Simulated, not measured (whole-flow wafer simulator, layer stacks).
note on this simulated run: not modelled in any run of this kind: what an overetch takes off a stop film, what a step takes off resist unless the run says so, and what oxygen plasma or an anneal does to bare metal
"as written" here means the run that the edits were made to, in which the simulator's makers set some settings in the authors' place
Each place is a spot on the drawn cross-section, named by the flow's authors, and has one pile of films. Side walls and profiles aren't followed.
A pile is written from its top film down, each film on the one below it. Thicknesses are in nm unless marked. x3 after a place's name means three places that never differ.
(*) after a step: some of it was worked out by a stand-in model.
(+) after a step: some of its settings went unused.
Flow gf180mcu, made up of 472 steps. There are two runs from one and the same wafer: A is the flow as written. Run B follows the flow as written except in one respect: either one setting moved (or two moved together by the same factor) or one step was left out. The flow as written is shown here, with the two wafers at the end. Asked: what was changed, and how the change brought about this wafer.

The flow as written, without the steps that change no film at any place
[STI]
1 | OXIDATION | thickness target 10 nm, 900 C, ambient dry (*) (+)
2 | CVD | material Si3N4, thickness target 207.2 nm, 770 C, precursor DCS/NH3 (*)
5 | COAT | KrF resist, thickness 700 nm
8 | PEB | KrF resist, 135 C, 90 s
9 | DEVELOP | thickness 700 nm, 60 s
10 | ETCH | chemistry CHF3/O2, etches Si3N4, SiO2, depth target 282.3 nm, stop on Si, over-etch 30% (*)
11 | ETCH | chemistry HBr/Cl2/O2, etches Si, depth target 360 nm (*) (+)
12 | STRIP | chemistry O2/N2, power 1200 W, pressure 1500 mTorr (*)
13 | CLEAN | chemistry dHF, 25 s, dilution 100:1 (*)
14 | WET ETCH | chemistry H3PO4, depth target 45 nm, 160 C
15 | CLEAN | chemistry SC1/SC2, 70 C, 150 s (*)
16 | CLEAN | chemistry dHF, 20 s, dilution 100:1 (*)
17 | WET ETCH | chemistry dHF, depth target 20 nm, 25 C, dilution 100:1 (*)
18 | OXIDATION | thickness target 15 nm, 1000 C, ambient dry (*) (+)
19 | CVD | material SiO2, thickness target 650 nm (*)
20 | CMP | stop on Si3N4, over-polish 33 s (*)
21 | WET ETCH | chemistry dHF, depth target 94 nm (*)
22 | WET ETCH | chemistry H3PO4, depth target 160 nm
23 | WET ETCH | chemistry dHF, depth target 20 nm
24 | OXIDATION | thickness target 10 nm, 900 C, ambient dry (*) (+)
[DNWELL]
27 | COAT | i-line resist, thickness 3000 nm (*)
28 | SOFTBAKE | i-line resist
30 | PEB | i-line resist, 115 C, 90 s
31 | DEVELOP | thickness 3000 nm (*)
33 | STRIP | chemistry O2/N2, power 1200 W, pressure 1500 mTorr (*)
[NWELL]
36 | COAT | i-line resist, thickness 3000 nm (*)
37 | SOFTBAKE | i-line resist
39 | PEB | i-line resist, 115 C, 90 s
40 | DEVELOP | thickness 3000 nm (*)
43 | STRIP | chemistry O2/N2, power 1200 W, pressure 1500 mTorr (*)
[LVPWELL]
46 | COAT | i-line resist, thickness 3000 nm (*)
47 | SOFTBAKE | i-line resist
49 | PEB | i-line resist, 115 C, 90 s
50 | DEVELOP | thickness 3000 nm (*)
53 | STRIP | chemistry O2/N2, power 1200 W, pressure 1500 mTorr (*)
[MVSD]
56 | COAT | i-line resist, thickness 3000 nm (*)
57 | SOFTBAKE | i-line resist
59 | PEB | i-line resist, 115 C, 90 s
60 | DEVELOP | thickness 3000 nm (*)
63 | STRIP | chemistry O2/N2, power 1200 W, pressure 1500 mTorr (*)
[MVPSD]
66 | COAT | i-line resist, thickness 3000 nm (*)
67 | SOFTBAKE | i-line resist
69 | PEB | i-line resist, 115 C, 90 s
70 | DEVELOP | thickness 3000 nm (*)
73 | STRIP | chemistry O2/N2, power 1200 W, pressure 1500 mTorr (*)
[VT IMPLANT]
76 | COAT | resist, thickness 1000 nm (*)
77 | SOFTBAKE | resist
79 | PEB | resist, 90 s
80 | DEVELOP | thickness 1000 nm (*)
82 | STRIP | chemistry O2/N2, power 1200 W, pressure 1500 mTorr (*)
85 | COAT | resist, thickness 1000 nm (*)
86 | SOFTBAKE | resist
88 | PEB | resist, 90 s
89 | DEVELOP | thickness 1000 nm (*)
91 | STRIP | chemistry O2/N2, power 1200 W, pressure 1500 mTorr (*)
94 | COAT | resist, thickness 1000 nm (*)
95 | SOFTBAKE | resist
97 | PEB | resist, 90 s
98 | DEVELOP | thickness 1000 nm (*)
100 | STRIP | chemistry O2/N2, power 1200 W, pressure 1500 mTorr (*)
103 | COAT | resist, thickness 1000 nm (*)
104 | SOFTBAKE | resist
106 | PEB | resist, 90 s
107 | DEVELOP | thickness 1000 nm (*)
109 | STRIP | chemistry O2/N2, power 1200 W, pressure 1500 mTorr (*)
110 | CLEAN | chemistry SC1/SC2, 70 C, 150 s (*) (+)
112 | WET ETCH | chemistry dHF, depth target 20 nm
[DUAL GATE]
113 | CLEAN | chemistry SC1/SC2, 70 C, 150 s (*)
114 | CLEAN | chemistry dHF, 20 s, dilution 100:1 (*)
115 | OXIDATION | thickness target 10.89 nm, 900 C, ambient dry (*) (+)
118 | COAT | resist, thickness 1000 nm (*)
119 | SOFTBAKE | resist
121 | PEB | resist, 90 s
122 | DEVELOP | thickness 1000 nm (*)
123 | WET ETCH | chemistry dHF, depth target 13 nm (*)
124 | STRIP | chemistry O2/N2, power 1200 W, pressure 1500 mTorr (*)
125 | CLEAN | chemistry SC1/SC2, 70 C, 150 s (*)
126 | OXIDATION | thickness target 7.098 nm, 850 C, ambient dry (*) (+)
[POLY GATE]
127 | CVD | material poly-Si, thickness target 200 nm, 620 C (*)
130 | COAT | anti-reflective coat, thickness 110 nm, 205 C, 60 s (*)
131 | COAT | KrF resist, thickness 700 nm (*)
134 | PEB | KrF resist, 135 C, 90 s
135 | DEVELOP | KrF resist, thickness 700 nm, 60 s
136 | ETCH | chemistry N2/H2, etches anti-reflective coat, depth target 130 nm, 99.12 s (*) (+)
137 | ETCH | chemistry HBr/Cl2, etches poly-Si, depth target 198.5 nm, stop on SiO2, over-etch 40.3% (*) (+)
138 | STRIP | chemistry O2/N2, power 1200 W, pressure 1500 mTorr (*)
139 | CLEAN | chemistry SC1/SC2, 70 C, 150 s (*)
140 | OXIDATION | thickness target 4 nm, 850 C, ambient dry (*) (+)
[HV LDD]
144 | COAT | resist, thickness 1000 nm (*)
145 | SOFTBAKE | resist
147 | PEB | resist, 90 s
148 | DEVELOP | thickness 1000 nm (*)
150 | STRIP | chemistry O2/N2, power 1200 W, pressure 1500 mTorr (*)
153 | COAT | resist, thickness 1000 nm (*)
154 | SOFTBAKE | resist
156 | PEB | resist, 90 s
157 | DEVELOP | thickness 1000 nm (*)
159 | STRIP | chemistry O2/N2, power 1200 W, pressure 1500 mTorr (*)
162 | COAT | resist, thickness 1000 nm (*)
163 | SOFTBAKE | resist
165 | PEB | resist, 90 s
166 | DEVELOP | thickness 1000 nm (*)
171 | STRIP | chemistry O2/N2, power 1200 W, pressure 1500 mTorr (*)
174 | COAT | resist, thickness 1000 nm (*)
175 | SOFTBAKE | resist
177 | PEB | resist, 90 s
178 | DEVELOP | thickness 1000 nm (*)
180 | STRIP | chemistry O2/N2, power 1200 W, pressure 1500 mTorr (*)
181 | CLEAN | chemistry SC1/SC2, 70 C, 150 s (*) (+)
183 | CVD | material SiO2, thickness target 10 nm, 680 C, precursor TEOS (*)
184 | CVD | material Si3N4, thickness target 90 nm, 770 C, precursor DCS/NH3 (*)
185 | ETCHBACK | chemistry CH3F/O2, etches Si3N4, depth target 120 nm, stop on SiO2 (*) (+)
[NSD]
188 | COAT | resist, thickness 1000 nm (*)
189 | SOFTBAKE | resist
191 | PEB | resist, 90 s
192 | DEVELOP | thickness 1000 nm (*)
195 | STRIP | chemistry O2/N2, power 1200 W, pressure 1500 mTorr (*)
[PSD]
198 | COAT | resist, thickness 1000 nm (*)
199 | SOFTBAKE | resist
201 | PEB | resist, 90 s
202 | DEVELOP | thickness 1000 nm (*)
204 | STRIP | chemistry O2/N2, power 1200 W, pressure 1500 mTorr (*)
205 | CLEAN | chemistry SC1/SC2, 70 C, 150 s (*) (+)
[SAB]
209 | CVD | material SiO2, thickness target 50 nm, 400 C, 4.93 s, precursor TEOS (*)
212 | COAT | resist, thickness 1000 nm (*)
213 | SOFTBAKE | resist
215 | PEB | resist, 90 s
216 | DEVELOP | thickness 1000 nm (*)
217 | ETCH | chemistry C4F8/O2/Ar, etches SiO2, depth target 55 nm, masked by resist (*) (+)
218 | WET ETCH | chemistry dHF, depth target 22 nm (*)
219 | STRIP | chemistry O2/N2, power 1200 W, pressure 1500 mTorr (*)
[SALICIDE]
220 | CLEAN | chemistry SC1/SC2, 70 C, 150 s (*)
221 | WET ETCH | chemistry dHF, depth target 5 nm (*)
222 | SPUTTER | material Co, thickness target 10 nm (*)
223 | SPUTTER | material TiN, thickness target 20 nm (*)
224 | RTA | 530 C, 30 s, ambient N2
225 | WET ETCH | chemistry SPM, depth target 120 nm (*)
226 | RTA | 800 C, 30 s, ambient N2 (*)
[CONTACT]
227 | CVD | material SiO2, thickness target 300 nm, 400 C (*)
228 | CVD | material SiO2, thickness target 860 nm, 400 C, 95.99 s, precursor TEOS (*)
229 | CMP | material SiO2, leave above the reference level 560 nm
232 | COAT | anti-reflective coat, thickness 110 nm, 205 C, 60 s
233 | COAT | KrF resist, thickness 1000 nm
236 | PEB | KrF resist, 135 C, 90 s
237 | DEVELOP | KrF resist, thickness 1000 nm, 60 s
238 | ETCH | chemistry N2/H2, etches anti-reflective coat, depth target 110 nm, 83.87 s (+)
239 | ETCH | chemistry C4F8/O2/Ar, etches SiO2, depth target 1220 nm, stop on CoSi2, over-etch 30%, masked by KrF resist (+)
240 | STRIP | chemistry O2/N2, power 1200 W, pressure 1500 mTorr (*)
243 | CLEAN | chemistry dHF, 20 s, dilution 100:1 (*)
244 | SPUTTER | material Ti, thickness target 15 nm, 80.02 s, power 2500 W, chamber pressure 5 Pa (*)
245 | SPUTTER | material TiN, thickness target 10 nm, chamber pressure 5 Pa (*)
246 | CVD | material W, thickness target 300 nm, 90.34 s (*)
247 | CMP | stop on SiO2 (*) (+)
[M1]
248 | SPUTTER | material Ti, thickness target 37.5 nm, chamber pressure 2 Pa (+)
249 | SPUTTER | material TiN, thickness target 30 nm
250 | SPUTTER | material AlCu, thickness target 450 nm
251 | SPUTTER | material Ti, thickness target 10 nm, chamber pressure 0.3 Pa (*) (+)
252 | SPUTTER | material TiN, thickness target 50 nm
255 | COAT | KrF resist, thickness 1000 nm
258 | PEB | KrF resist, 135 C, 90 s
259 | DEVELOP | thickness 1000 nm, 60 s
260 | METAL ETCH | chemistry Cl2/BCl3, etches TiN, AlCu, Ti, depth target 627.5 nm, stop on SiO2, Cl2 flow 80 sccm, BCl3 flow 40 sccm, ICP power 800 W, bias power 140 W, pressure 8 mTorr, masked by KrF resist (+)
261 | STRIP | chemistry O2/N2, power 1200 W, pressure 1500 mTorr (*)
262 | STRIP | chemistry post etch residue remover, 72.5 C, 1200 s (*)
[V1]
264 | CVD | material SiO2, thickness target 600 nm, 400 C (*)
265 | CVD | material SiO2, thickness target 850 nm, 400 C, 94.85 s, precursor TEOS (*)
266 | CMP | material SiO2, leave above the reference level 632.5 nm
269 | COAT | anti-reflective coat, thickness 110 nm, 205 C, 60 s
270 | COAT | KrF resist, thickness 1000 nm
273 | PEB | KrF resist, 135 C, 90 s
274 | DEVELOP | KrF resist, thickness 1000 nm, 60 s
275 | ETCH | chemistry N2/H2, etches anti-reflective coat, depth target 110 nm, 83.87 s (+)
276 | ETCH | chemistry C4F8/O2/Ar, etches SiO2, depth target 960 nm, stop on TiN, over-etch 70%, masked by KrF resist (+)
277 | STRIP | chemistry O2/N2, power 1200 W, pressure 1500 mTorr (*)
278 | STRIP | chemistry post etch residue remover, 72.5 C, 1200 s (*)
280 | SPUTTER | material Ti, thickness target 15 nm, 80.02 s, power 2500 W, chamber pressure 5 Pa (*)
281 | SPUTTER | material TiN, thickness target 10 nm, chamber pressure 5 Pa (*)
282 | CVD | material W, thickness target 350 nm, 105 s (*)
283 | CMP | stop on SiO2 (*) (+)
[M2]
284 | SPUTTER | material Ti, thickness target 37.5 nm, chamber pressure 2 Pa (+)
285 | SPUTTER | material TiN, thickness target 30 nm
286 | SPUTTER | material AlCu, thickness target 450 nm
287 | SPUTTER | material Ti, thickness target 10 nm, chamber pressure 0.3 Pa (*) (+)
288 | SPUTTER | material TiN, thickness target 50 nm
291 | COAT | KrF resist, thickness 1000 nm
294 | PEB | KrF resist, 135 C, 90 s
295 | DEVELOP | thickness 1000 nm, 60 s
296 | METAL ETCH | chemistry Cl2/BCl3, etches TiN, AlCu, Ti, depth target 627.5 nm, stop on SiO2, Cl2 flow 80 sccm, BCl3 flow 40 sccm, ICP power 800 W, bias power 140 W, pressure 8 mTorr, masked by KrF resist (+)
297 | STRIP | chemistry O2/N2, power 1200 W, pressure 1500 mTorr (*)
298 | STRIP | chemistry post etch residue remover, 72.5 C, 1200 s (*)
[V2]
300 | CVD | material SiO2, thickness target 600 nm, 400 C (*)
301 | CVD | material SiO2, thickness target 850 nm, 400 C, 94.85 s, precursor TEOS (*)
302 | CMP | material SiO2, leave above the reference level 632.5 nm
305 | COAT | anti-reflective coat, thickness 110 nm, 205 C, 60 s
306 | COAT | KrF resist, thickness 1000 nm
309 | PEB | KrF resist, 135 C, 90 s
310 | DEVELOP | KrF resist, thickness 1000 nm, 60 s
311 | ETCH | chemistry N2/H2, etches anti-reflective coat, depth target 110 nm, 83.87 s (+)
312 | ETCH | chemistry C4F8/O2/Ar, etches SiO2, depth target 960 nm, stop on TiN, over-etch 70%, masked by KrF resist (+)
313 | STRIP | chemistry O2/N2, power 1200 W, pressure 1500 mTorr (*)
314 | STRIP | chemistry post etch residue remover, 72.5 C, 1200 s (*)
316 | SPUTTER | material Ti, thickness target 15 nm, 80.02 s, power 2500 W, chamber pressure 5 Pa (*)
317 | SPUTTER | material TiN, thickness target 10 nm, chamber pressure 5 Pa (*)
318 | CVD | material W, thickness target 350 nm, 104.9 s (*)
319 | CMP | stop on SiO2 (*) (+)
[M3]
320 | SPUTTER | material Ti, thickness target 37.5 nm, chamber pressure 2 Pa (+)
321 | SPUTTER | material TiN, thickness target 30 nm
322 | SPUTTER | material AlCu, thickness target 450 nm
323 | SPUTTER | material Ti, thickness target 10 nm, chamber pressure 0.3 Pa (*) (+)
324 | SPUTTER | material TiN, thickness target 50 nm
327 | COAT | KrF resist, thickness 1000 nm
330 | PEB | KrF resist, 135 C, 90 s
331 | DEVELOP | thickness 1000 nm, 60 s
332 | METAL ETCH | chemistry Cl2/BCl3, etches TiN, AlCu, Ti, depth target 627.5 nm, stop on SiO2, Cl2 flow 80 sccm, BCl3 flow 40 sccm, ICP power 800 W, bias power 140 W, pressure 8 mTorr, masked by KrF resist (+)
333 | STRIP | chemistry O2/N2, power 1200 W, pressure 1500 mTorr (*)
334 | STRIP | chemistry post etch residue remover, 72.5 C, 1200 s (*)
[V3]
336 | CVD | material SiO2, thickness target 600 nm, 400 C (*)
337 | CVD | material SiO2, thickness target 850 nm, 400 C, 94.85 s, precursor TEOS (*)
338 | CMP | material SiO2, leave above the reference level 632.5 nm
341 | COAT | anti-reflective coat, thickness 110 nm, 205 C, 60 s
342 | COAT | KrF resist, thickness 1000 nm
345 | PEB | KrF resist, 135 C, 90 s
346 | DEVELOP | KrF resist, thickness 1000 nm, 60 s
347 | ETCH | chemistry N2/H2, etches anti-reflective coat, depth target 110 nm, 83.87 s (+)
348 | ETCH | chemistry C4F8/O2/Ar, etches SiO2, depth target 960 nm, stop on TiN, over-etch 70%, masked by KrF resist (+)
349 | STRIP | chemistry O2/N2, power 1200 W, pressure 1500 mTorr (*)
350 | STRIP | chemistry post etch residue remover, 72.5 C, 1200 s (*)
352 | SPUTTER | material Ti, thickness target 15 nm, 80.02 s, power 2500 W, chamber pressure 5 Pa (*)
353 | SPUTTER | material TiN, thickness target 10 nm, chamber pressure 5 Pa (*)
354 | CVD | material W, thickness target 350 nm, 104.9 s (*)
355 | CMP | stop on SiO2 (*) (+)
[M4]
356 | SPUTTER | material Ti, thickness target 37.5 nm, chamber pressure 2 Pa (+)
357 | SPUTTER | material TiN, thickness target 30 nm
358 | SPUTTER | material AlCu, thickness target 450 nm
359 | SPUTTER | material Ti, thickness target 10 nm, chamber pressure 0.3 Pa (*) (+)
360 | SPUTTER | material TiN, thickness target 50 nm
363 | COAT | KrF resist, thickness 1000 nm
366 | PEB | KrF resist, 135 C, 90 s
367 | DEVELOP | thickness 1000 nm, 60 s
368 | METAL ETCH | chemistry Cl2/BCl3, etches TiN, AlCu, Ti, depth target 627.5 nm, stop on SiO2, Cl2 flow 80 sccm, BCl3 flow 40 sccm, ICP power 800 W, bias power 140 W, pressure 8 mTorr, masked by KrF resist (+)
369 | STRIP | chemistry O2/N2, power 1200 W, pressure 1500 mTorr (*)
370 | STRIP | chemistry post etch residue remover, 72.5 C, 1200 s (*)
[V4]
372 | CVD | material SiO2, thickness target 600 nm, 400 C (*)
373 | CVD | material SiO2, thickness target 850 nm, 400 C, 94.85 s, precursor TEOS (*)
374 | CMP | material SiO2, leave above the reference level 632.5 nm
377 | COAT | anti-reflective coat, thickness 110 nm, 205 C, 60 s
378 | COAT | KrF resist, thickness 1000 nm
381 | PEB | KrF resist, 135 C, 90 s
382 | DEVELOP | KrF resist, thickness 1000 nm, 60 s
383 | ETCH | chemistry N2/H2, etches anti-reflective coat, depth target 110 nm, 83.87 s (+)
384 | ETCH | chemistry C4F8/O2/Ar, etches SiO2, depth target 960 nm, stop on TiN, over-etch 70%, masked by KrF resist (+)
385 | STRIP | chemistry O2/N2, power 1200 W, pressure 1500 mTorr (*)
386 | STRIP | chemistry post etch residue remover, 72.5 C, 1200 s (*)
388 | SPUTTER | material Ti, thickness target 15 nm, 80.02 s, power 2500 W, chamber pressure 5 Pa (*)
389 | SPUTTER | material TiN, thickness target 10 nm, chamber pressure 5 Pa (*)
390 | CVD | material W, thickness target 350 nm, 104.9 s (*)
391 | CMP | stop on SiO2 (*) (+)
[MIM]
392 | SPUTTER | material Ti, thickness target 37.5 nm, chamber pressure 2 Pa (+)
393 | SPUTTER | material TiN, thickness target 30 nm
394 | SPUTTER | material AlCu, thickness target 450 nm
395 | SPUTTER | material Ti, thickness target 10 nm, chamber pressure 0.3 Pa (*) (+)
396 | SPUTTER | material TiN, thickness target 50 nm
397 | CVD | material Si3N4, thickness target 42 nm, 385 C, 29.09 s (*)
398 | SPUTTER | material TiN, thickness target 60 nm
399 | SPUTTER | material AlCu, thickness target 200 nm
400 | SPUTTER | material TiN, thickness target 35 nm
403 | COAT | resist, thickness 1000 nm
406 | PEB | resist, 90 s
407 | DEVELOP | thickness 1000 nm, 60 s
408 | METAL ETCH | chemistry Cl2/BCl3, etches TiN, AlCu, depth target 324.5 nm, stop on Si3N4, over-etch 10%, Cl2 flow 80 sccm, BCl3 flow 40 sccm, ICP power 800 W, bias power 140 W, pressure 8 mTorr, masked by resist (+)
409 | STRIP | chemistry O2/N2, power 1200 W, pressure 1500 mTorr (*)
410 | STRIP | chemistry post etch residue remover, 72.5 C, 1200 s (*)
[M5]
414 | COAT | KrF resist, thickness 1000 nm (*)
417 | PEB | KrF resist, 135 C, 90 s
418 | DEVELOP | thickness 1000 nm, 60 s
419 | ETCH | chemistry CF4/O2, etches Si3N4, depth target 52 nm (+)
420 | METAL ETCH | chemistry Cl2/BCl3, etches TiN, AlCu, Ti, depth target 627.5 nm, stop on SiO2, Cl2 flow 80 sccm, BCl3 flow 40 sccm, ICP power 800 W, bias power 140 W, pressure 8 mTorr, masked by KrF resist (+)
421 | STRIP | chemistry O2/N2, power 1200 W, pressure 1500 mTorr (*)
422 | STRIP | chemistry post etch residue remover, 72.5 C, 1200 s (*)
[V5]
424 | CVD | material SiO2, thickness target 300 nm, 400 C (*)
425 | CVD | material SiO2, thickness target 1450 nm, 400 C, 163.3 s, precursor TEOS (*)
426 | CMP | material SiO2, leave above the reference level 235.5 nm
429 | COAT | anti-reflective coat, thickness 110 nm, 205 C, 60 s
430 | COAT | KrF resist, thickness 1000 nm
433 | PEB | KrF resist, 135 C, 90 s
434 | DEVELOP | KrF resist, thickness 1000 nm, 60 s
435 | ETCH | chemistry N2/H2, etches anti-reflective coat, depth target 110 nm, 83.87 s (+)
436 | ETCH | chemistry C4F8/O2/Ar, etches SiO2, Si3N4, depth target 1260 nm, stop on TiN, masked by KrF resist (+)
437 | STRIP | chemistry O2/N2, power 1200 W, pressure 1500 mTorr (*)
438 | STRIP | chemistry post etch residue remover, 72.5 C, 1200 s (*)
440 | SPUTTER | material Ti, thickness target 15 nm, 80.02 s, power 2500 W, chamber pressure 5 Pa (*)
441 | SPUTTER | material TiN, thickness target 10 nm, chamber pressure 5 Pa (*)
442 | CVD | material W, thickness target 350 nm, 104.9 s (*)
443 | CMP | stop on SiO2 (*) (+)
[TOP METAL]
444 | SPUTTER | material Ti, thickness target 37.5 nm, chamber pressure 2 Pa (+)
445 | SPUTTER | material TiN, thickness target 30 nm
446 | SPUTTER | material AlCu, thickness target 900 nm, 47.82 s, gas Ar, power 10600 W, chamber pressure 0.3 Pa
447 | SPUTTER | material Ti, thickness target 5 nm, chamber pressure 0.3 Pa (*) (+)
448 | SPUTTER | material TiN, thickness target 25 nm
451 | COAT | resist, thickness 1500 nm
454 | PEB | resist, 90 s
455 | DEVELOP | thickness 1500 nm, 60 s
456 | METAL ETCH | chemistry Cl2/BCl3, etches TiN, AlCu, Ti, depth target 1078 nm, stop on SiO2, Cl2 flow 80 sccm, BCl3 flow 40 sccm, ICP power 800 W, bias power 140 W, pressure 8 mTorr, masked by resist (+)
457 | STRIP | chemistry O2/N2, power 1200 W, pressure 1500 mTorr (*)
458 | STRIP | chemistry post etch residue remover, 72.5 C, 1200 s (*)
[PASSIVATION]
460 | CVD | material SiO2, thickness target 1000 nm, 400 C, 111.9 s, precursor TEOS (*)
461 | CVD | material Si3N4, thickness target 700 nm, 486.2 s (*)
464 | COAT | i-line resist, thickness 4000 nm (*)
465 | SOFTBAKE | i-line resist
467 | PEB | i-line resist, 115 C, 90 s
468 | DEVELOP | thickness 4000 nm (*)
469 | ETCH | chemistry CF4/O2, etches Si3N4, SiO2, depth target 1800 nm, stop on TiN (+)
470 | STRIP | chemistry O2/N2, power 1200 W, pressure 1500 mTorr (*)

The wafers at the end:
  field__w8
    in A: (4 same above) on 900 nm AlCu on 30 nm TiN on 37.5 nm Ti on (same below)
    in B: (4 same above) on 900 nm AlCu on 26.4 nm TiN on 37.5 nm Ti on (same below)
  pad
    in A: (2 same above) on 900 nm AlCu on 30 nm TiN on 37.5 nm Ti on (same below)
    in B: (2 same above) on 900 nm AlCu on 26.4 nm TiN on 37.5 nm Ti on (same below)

Cause: step 445, SPUTTER: thickness target 26.4 nm was run, whereas the flow has thickness target 30 nm.
The wafer lets one read it off: field__w8 has TiN 26.4, and step 445 as written asks for 30 nm.

Step by step, how the change led to this:
  445 | SPUTTER | material TiN, thickness target 30 nm
      field, field__w1, field__w2 and 109 more: A +30 TiN (new film) | B +26.4 TiN (new film)
  456 | METAL ETCH | chemistry Cl2/BCl3, etches TiN, AlCu, Ti, depth target 1078 nm, stop on SiO2, Cl2 flow 80 sccm, BCl3 flow 40 sccm, ICP power 800 W, bias power 140 W, pressure 8 mTorr, masked by resist (+)
      field, field__w1, field__w2 and 103 more: A -25 TiN (all of it), -5 Ti (all of it), -900 AlCu (all of it), -30 TiN (all of it), -37.5 Ti (all of it) | B -25 TiN (all of it), -5 Ti (all of it), -900 AlCu (all of it), -26.4 TiN (all of it), -37.5 Ti (all of it)
